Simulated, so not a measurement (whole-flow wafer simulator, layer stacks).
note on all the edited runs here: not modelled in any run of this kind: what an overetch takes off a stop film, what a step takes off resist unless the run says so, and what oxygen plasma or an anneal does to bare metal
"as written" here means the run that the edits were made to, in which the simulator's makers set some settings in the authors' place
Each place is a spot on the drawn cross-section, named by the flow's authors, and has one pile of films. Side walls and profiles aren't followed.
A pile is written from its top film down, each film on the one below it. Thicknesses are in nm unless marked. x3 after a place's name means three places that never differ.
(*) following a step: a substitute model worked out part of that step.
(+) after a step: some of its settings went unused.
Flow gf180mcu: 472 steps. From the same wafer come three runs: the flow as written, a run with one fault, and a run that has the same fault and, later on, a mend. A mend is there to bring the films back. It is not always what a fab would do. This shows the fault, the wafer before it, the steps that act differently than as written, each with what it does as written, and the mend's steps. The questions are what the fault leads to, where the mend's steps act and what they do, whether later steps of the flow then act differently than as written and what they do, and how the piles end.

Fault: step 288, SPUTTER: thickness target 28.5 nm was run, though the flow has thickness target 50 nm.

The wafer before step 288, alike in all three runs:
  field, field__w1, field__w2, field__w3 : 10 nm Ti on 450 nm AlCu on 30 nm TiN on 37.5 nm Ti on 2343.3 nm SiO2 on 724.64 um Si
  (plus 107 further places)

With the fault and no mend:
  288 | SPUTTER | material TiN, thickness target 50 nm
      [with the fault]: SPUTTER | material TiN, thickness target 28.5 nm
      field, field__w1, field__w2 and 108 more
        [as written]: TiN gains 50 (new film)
        [with the fault]: TiN gains 28.5 (new film)
  Steps later in the flow that act otherwise than as written (not shown: 2 more steps that differ only slightly, by at most 2% or 0.5 nm, whichever is larger):
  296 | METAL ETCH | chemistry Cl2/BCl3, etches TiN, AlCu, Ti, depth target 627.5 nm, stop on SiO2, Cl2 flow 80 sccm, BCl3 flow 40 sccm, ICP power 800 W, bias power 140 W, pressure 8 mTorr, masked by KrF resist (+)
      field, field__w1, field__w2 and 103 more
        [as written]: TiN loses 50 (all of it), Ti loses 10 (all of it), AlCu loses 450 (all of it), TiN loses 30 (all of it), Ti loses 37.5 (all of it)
        [with the fault]: TiN loses 28.5 (all of it), Ti loses 10 (all of it), AlCu loses 450 (all of it), TiN loses 30 (all of it), Ti loses 37.5 (all of it)
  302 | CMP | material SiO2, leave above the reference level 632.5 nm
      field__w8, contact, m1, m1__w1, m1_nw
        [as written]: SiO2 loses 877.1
        [with the fault]: SiO2 loses 855.6
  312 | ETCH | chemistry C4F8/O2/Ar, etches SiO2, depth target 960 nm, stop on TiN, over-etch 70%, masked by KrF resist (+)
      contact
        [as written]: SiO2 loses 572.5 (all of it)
        [with the fault]: SiO2 loses 594 (all of it)
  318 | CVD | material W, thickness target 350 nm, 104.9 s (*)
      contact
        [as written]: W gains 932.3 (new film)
        [with the fault]: W gains 954 (new film)
  By the end, the piles at field__w8, contact, m1, m1__w1, m1_nw depart from the flow's by more than 2% or 0.5 nm, whichever is larger.
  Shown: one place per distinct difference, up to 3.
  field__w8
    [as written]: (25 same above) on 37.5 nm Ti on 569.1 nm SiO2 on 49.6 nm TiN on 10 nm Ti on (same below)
    [with the fault]: (25 same above) on 37.5 nm Ti on 590.6 nm SiO2 on 28.1 nm TiN on 10 nm Ti on (same below)
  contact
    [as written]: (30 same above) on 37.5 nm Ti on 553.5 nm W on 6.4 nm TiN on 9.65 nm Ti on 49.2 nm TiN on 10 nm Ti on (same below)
    [with the fault]: (30 same above) on 37.5 nm Ti on 575.2 nm W on 6.32 nm TiN on 9.53 nm Ti on 27.7 nm TiN on 10 nm Ti on (same below)

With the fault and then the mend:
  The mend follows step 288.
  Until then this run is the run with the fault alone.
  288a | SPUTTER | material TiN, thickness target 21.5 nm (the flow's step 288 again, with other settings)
      field, field__w1, field__w2 and 108 more
        TiN gains 21.5
  None of the later steps of the flow acts differently than as written at any place that is followed.
  At every place that both follow, the piles at the end match the flow's.
